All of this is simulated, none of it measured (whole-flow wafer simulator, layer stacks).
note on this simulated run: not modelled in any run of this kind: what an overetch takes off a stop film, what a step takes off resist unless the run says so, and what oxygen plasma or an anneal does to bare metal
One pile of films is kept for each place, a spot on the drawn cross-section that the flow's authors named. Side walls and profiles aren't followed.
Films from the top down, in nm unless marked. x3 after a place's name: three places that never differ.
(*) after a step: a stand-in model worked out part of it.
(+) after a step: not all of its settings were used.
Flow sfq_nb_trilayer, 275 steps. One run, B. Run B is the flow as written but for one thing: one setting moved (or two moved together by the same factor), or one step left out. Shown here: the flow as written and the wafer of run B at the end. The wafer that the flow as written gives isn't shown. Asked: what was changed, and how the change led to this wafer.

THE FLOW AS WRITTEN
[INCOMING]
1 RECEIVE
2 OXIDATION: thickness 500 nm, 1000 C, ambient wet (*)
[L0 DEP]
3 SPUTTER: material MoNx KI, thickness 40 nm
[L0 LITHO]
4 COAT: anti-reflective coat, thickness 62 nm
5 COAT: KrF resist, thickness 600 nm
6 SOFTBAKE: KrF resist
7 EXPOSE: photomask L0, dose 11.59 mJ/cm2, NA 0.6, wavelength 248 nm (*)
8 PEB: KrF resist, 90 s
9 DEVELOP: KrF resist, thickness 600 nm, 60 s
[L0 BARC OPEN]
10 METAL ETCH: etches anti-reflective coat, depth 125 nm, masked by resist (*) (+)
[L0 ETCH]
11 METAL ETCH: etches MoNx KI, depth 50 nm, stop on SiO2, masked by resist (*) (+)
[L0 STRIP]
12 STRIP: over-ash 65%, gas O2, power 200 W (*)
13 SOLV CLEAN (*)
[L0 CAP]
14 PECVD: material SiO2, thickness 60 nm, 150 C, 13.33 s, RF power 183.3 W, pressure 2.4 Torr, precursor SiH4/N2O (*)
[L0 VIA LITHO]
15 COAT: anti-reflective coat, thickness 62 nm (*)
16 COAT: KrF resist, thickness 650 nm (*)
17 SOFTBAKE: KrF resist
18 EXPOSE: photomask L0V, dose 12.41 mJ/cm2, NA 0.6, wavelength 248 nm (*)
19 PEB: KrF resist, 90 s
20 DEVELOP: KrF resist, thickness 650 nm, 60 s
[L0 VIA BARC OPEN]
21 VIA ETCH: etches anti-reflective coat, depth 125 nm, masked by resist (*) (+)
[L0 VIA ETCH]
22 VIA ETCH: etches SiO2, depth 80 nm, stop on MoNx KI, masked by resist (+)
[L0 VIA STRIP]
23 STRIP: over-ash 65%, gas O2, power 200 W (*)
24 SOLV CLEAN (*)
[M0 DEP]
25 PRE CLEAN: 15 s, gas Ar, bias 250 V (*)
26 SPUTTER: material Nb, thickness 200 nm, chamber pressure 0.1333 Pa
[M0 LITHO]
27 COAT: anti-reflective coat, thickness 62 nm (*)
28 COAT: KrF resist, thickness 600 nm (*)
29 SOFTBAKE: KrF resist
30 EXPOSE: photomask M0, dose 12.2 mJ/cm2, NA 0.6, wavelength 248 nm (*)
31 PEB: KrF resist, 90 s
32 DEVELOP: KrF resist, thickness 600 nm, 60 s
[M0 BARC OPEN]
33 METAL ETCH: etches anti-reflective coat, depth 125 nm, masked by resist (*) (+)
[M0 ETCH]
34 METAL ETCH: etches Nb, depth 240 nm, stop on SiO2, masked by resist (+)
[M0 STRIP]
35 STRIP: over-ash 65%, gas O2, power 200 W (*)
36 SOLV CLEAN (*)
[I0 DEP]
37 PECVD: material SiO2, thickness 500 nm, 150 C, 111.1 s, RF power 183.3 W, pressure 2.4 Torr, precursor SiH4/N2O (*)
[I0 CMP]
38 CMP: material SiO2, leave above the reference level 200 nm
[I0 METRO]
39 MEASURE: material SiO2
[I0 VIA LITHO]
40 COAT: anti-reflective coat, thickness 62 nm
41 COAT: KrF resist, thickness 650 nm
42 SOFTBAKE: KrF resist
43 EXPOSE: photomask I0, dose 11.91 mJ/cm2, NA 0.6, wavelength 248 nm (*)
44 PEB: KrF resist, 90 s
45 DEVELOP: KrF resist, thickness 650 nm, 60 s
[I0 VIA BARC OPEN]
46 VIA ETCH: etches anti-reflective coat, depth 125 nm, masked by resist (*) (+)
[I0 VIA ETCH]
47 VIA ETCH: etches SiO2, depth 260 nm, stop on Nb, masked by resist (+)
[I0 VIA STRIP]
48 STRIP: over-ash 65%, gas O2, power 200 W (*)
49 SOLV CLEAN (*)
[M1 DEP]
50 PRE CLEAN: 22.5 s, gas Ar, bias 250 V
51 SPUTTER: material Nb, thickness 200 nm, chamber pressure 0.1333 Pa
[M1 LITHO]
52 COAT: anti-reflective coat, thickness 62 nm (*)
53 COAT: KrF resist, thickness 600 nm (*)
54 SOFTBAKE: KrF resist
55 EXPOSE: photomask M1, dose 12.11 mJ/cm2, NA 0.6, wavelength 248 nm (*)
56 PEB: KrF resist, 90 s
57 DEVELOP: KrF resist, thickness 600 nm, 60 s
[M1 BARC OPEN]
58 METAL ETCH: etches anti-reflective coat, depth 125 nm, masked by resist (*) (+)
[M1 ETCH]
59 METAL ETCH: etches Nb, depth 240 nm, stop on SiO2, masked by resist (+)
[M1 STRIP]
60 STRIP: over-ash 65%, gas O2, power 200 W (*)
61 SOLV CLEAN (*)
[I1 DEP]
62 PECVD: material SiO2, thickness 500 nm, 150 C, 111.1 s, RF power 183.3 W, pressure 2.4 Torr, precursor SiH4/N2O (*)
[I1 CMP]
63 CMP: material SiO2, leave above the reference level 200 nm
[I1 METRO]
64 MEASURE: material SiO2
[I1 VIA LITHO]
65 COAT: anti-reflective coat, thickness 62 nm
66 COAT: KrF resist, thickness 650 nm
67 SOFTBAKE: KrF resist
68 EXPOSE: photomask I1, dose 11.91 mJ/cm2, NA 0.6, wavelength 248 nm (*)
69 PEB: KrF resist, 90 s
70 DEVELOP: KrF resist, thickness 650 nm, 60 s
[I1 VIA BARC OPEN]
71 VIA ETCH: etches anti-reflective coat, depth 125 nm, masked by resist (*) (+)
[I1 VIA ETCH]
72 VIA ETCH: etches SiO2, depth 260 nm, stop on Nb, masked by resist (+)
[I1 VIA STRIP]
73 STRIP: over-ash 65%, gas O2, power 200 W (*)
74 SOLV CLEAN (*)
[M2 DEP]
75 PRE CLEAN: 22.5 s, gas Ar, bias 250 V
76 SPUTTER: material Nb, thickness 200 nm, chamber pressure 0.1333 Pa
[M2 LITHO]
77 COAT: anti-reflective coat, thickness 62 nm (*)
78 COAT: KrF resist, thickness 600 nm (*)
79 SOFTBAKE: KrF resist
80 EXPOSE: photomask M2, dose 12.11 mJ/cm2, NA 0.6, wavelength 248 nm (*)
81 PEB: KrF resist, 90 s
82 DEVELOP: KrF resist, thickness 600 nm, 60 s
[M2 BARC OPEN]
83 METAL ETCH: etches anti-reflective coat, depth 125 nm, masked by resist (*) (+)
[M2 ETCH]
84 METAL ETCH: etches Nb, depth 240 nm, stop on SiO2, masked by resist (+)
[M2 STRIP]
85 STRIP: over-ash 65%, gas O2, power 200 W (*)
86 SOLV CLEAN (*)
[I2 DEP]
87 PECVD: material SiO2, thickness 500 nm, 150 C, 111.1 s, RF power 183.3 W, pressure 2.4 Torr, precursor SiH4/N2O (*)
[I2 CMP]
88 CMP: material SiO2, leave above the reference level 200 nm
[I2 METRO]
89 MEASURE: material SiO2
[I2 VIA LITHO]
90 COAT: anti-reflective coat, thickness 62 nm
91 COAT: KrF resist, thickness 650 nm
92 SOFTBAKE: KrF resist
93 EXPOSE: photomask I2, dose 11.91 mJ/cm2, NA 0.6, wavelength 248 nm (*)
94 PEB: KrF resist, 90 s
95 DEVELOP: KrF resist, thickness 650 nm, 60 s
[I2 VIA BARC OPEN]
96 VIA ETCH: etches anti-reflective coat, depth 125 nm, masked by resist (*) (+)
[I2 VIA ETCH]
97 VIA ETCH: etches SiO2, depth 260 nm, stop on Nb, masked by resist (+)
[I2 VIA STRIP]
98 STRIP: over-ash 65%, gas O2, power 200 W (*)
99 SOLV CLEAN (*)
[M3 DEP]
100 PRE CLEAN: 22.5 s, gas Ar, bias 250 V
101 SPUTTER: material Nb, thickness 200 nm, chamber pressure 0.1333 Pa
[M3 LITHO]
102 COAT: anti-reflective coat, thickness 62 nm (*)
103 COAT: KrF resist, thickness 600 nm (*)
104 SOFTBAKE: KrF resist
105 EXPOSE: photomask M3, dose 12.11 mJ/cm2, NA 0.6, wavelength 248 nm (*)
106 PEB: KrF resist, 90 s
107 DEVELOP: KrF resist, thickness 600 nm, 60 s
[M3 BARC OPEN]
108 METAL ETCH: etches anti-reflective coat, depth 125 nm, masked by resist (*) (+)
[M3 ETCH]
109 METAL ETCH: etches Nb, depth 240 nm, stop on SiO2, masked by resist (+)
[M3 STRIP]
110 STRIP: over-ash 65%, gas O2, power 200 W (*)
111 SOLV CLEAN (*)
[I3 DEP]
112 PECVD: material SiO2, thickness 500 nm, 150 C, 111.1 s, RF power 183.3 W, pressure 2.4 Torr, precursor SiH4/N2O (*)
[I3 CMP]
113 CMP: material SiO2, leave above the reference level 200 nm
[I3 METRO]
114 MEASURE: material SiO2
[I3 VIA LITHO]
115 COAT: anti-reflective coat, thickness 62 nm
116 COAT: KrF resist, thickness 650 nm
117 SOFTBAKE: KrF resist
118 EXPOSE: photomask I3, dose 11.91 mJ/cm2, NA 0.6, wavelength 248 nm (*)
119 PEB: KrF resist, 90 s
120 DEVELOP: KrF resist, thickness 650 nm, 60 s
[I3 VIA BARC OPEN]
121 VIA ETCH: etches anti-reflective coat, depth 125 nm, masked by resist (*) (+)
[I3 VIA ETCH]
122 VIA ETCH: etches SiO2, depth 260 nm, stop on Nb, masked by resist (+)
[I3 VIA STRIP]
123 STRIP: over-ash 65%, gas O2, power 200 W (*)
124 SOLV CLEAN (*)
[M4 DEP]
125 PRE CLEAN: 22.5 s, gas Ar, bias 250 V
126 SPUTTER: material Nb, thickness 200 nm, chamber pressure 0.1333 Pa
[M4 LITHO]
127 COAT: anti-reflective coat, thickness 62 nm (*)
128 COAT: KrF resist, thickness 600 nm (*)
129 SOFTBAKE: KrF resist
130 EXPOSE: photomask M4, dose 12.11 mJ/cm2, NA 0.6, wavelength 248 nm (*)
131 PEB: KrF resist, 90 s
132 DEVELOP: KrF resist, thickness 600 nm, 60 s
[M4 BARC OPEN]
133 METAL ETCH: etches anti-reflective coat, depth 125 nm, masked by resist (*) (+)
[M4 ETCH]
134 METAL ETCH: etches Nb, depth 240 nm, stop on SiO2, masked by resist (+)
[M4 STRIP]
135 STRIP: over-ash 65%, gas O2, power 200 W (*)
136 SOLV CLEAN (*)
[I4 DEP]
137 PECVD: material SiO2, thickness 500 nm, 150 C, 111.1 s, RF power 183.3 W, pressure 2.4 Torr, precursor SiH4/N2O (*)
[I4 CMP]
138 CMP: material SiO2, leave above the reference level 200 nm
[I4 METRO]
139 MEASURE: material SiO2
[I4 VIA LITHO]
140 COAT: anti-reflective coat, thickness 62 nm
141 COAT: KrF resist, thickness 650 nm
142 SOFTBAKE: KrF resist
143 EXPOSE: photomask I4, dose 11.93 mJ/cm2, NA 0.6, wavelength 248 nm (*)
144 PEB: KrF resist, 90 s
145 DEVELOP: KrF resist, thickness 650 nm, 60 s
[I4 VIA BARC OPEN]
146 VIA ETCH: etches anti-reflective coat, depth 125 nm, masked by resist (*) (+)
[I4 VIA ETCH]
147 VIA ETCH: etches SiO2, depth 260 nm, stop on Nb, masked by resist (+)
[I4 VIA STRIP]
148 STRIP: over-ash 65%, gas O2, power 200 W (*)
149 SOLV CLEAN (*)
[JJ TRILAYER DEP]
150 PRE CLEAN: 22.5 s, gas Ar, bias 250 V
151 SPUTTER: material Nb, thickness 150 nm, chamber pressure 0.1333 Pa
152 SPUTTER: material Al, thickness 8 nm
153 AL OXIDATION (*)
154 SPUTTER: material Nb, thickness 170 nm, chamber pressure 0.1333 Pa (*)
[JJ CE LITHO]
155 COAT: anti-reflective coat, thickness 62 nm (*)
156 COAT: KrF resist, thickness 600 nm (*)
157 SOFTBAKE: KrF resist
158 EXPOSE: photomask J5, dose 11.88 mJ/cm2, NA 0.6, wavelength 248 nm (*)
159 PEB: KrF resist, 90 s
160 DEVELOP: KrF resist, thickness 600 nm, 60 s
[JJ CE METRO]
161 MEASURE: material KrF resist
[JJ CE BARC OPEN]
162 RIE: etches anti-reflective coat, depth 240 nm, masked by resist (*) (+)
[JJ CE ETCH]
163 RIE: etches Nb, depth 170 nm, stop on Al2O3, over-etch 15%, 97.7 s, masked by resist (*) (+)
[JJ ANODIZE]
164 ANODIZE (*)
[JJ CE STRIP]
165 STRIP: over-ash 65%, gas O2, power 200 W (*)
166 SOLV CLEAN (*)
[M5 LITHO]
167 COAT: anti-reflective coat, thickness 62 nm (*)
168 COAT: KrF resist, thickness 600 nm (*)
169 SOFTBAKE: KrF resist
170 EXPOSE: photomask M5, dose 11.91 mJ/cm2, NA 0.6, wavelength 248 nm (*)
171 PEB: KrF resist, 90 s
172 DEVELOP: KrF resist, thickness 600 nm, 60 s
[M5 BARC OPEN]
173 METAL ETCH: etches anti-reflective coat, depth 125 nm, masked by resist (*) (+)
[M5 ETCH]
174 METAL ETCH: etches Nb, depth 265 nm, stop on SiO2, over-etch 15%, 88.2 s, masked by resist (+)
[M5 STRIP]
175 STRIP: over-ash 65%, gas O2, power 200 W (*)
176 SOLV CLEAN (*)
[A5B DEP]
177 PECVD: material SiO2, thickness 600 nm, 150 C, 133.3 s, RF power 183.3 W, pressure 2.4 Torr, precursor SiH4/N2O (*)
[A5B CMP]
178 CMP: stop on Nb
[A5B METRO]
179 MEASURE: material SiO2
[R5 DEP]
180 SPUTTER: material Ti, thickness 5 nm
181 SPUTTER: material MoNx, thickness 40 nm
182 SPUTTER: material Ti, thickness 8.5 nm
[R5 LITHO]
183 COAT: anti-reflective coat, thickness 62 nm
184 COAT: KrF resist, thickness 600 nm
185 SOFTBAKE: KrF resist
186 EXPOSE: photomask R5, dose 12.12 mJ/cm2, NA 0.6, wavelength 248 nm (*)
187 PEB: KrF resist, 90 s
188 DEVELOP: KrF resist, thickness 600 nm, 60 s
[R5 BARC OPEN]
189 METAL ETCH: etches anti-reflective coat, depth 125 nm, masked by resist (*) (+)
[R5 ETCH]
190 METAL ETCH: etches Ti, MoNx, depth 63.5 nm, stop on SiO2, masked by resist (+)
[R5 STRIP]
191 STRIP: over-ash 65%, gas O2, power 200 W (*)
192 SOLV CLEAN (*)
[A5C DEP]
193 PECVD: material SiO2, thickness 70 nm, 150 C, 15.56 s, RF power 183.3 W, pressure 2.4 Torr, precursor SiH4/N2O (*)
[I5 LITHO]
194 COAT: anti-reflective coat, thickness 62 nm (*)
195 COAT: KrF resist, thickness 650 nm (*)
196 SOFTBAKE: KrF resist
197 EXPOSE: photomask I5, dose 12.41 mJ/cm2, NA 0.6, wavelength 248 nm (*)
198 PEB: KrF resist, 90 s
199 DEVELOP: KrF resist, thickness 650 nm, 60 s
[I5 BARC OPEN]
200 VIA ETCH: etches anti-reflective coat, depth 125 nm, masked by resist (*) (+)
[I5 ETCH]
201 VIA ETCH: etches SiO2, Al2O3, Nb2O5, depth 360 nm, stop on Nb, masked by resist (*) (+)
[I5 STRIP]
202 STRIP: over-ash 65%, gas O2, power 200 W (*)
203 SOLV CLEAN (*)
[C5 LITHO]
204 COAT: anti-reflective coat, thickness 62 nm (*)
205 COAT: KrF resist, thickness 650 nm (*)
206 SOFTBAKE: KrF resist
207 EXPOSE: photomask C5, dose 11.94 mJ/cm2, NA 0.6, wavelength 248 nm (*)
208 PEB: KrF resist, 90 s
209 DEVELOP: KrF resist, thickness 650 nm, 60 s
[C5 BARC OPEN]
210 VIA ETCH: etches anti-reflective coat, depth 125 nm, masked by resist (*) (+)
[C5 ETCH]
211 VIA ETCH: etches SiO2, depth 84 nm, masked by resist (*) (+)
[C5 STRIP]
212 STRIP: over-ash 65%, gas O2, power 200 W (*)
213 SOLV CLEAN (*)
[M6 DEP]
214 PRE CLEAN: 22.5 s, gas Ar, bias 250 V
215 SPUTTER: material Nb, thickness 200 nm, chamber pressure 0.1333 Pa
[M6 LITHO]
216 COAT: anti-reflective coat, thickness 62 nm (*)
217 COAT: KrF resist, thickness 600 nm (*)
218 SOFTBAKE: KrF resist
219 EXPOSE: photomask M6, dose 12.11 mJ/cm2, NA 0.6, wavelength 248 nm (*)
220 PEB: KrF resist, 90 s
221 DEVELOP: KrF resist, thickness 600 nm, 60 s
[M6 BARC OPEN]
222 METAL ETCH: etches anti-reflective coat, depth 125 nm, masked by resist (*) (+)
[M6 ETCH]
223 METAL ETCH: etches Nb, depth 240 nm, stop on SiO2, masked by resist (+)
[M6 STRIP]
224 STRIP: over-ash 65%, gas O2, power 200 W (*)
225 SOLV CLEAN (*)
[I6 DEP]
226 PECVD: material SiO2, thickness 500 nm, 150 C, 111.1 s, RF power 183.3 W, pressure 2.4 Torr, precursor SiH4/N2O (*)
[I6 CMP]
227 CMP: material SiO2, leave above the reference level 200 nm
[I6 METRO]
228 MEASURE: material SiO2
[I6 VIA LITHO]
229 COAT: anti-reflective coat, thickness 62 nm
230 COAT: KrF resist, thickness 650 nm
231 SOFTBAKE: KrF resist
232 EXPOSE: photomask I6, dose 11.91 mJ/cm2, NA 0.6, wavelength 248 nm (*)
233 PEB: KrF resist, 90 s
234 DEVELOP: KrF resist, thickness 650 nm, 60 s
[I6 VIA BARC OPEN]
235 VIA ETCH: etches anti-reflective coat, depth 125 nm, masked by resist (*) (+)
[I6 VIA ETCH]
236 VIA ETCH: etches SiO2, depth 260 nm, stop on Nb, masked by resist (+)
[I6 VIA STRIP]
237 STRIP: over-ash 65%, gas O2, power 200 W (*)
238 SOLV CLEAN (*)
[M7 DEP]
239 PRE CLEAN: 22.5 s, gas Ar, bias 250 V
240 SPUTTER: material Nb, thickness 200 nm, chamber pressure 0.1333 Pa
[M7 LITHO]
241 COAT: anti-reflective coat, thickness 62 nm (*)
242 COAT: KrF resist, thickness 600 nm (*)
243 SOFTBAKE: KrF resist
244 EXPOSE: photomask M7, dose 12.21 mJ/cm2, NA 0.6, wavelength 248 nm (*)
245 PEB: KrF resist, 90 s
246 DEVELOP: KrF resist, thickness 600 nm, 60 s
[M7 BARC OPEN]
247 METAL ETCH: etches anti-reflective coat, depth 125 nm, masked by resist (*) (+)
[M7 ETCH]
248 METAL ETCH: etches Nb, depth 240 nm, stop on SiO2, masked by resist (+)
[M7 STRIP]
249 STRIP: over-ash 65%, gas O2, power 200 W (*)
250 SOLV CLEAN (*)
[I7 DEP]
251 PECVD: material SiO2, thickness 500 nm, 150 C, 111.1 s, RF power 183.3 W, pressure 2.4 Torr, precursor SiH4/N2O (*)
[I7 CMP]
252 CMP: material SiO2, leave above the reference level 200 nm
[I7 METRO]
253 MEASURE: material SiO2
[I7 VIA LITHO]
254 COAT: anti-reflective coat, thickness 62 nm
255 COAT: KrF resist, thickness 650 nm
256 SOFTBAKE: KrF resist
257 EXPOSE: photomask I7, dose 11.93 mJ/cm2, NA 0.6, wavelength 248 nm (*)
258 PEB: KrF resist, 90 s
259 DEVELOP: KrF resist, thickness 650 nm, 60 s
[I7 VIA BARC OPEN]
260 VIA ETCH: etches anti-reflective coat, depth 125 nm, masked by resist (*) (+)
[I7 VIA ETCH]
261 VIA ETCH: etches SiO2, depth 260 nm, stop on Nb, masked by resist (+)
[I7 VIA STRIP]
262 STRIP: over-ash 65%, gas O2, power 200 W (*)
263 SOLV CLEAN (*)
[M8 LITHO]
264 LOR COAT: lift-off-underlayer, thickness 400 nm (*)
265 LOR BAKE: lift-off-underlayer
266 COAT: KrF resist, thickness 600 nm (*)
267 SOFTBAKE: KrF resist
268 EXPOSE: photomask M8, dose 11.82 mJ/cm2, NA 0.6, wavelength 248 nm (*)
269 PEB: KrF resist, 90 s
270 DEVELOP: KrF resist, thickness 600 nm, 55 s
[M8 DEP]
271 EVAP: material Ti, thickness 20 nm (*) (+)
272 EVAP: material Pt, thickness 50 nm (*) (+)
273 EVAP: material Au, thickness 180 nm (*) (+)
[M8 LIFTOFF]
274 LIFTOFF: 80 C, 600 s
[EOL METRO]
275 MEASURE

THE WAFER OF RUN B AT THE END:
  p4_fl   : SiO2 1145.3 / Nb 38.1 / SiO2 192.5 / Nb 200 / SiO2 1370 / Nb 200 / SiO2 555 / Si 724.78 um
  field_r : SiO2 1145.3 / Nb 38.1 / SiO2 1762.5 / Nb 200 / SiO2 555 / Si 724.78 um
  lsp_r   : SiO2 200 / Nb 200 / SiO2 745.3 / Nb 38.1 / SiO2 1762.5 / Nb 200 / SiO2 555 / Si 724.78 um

The cause: step 174, METAL ETCH: depth 125 nm was run, where the flow has depth 265 nm; step 174, METAL ETCH: 41.5 s was run, where the flow has 88.2 s.

How the change led to this, step by step:
  174 METAL ETCH: etches Nb, depth 265 nm, stop on SiO2, over-etch 15%, 88.2 s, masked by resist (+)
      field_l, r_sur, res and 50 more: Al2O3 -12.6 (all of it), Nb2O5 -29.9 (all of it), Nb -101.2 (as written it would be: Al2O3 -12.6 (all of it), Nb2O5 -29.9 (all of it), Nb -139.2 (all of it), SiO2 -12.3)
      v_sur, via_wl, via_w and 50 more: KrF resist -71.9 (as written it would be: KrF resist -152.4)
  175 STRIP: over-ash 65%, gas O2, power 200 W (*)
      l0r_line_l, l0r_line_c, l0r_space_c and 27 more: KrF resist -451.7 (all of it), anti-reflective coat -62 (all of it) (as written it would be: KrF resist -371.2 (all of it), anti-reflective coat -62 (all of it))
      wl_j_sl, wl_j_sr: KrF resist -458.5 (all of it), anti-reflective coat -83.3 (all of it) (as written it would be: KrF resist -378 (all of it), anti-reflective coat -83.3 (all of it))
      (and at 21 more places)
  177 PECVD: material SiO2, thickness 600 nm, 150 C, 133.3 s, RF power 183.3 W, pressure 2.4 Torr, precursor SiH4/N2O (*)
      field_l, p4_fl, p4_fm and 39 more: SiO2 +600 (new film) (as written it would be: SiO2 +600)
      r_sur, res, r_end, moat, field_r, lsp_l: SiO2 +600 (new film) (as written it would be: SiO2 +592.9)
      (and at 5 more places)
  178 CMP: stop on Nb
      field_l, p4_fl, p4_fm and 39 more: SiO2 -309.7 (as written it would be: SiO2 -259.3)
      r_sur, res, r_end, moat, field_r, lsp_l: SiO2 -309.7 (as written it would be: SiO2 -252.3)
      (and at 5 more places)
Counting metal films that touch as one body, p4_fl has 3 bodies (between them, from the top down: SiO2 192.5; SiO2 1370); the flow as written gives 2 bodies (between them, from the top down: SiO2 1370).
Counting metal films that touch as one body, field_r has 2 bodies (between them, from the top down: SiO2 1762.5); the flow as written gives 1 body.
Counting metal films that touch as one body, lsp_r has 3 bodies (between them, from the top down: SiO2 745.3; SiO2 1762.5); the flow as written gives 2 bodies (between them, from the top down: SiO2 2545.9).
